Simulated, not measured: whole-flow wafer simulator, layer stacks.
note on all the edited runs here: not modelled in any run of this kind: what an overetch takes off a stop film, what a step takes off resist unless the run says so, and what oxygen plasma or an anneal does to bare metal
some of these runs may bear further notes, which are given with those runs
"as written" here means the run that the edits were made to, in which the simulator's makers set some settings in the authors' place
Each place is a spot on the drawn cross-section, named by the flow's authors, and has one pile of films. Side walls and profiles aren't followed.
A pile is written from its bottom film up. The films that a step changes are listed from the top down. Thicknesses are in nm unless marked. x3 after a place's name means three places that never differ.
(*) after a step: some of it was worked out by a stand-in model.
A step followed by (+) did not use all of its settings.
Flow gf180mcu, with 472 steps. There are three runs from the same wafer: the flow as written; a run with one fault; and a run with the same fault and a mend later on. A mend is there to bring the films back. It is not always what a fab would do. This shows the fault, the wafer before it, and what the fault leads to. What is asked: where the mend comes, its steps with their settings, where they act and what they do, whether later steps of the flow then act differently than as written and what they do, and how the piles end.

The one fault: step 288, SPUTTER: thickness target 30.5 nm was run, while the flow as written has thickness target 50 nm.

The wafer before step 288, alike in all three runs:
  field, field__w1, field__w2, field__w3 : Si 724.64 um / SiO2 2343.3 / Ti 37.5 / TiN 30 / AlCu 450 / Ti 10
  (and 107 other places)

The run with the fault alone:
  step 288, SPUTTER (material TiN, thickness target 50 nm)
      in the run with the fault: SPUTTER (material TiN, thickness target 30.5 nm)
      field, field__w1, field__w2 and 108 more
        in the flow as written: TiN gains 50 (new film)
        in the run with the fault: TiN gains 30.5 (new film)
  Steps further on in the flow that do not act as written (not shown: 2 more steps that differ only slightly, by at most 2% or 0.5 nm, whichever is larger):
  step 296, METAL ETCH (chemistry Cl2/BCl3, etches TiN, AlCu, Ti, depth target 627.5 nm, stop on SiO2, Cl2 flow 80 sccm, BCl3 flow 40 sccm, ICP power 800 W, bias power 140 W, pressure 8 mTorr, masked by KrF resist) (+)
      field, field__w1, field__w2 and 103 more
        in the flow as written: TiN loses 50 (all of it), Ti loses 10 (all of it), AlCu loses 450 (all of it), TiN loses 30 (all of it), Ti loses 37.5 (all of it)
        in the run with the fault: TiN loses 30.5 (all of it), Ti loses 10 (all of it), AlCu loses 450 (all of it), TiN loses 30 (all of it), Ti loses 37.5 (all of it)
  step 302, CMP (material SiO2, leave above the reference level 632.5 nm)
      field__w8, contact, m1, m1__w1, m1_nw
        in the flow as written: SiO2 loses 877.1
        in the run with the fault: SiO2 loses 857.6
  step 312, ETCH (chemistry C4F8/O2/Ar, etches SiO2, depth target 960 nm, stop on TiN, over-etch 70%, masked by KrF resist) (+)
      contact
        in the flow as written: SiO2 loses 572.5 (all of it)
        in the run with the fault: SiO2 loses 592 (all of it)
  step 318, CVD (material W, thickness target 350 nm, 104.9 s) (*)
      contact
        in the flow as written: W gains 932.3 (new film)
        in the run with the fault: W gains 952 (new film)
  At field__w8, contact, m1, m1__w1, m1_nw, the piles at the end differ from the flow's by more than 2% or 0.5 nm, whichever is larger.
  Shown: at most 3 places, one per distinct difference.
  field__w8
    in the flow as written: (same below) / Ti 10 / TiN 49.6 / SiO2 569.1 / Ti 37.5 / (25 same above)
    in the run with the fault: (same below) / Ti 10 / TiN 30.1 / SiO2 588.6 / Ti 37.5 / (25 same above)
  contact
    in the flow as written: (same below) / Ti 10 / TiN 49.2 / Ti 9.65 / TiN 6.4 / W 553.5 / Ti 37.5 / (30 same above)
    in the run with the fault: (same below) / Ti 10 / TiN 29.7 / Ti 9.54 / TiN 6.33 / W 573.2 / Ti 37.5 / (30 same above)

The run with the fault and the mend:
  After step 295 comes the mend.
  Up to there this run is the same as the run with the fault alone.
  step 295a, STRIP (chemistry O2/N2, power 2160 W, pressure 1700 mTorr) (*)
      field__w8, contact, m1, m1__w1, m1_nw
        KrF resist loses 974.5 (all of it)
  step 295b, SPUTTER (material TiN, thickness target 19.5 nm) (a further turn of the flow's step 288, with different settings)
      field, field__w1, field__w2 and 108 more
        TiN gains 19.5
  step 295c, HMDS (120 C, 60 s) (a further turn of the flow's step 290)
      alters no film at any place that is followed
  step 295d, COAT (KrF resist, thickness 1000 nm) (a further turn of the flow's step 291)
      field, field__w1, field__w2 and 108 more
        KrF resist gains 1000 (new film)
  step 295e, SOFTBAKE (KrF resist) (a further turn of the flow's step 292)
      alters no film at any place that is followed
  step 295f, EXPOSE (photomask Metal2) (a further turn of the flow's step 293)
      alters no film at any place that is followed
  step 295g, PEB (KrF resist, 135 C, 90 s) (a further turn of the flow's step 294)
      field, field__w1, field__w2 and 108 more
        KrF resist loses 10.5
  step 295h, DEVELOP (thickness 1000 nm, 60 s) (a further turn of the flow's step 295)
      field, field__w1, field__w2 and 103 more
        KrF resist loses 989.5 (all of it)
      field__w8, contact, m1, m1__w1, m1_nw
        KrF resist loses 14.9
  None of the later steps of the flow acts differently than as written at any place that is followed.
  By the end, the piles equal the flow's at every place that both follow.
